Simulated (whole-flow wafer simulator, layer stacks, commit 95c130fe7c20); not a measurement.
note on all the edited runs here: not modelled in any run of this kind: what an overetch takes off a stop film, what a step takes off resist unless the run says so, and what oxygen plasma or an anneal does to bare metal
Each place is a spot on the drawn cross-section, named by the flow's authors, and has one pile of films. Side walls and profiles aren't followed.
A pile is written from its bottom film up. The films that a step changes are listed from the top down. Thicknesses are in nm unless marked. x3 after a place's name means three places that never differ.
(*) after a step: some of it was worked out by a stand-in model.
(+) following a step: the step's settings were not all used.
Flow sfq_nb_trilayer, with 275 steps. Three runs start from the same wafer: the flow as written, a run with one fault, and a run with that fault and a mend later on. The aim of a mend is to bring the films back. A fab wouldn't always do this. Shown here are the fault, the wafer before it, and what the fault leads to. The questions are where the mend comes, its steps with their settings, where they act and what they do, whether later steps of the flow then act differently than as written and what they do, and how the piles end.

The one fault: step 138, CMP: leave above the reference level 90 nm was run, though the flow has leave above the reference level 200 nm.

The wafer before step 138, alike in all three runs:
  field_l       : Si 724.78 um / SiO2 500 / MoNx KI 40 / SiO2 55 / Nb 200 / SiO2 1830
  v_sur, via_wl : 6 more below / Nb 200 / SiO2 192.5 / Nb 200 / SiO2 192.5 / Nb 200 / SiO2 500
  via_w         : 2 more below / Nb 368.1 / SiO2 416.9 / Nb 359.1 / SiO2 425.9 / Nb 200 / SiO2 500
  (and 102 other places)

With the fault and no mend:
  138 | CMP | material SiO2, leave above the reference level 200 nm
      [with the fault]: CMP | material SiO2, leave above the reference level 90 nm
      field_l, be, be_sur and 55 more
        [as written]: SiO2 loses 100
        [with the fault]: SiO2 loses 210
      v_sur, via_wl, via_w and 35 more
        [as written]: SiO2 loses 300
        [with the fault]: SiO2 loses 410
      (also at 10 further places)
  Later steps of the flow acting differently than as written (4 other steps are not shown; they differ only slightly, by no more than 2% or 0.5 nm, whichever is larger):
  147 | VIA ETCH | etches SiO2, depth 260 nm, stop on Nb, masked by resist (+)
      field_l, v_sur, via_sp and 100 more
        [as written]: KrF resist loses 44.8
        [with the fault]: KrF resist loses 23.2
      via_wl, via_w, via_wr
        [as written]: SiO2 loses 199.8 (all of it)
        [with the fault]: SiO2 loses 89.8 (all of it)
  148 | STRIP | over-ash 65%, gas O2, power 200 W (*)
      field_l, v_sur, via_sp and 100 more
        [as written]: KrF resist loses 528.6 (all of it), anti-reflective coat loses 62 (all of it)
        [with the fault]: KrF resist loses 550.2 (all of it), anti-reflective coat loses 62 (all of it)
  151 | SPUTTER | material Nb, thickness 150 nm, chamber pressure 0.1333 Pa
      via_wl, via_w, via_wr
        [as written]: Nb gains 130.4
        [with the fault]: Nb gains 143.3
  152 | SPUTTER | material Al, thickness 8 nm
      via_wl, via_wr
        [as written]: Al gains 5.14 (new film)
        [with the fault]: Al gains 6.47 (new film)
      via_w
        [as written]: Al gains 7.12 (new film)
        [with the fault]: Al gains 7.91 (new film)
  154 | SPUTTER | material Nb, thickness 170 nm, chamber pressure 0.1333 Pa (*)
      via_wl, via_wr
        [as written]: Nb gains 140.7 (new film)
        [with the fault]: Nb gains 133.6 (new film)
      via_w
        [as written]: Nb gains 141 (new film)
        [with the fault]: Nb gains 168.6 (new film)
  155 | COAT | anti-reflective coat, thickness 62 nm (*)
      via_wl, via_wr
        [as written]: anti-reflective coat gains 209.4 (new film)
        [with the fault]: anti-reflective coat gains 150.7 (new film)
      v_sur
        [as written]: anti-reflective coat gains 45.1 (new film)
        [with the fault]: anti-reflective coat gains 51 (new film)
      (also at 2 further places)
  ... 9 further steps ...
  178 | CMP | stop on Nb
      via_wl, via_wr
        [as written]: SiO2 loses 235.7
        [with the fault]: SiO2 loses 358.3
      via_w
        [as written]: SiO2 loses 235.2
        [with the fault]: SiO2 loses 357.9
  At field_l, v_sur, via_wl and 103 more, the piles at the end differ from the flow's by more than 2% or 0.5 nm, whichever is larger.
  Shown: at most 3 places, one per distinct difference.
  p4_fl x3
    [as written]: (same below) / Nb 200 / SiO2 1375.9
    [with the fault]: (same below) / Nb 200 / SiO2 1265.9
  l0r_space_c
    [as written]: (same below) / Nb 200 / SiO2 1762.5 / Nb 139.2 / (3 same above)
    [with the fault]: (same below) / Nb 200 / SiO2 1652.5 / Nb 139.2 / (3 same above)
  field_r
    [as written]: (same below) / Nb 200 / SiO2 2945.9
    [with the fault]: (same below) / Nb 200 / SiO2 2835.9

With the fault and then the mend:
  The mend follows step 145.
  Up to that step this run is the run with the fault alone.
  145a | STRIP | over-ash 65%, gas O2, power 200 W (*)
      field_l, v_sur, via_sp and 100 more
        KrF resist loses 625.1 (all of it), anti-reflective coat loses 62 (all of it)
      via_wl, via_w, via_wr
        anti-reflective coat loses 62 (all of it)
  145b | PECVD | material SiO2, thickness 110 nm, 150 C, 24.44 s, RF power 183.3 W, pressure 2.4 Torr, precursor SiH4/N2O (the flow's step 137 again, with other settings)
      field_l, v_sur, via_wl and 103 more
        SiO2 gains 110
  145c | COAT | anti-reflective coat, thickness 62 nm (the flow's step 140 again)
      field_l, v_sur, via_wl and 103 more
        anti-reflective coat gains 62 (new film)
  145d | COAT | KrF resist, thickness 650 nm (the flow's step 141 again)
      field_l, v_sur, via_wl and 103 more
        KrF resist gains 650 (new film)
  145e | SOFTBAKE | KrF resist (the flow's step 142 again)
      does not change any film at any place that is followed
  145f | EXPOSE | photomask I4, dose 11.93 mJ/cm2, NA 0.6, wavelength 248 nm (*) (the flow's step 143 again)
      does not change any film at any place that is followed
  145g | PEB | KrF resist, 90 s (the flow's step 144 again)
      field_l, v_sur, via_wl and 103 more
        KrF resist loses 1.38
  145h | DEVELOP | KrF resist, thickness 650 nm, 60 s (the flow's step 145 again)
      field_l, v_sur, via_sp and 100 more
        KrF resist loses 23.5
      via_wl, via_w, via_wr
        KrF resist loses 648.6 (all of it)
  Later steps of the flow that are run all act as written at every place that is followed, up to a difference of at most 2% or 0.5 nm, whichever is larger.
  At every place that both follow, the piles at the end match the flow's.
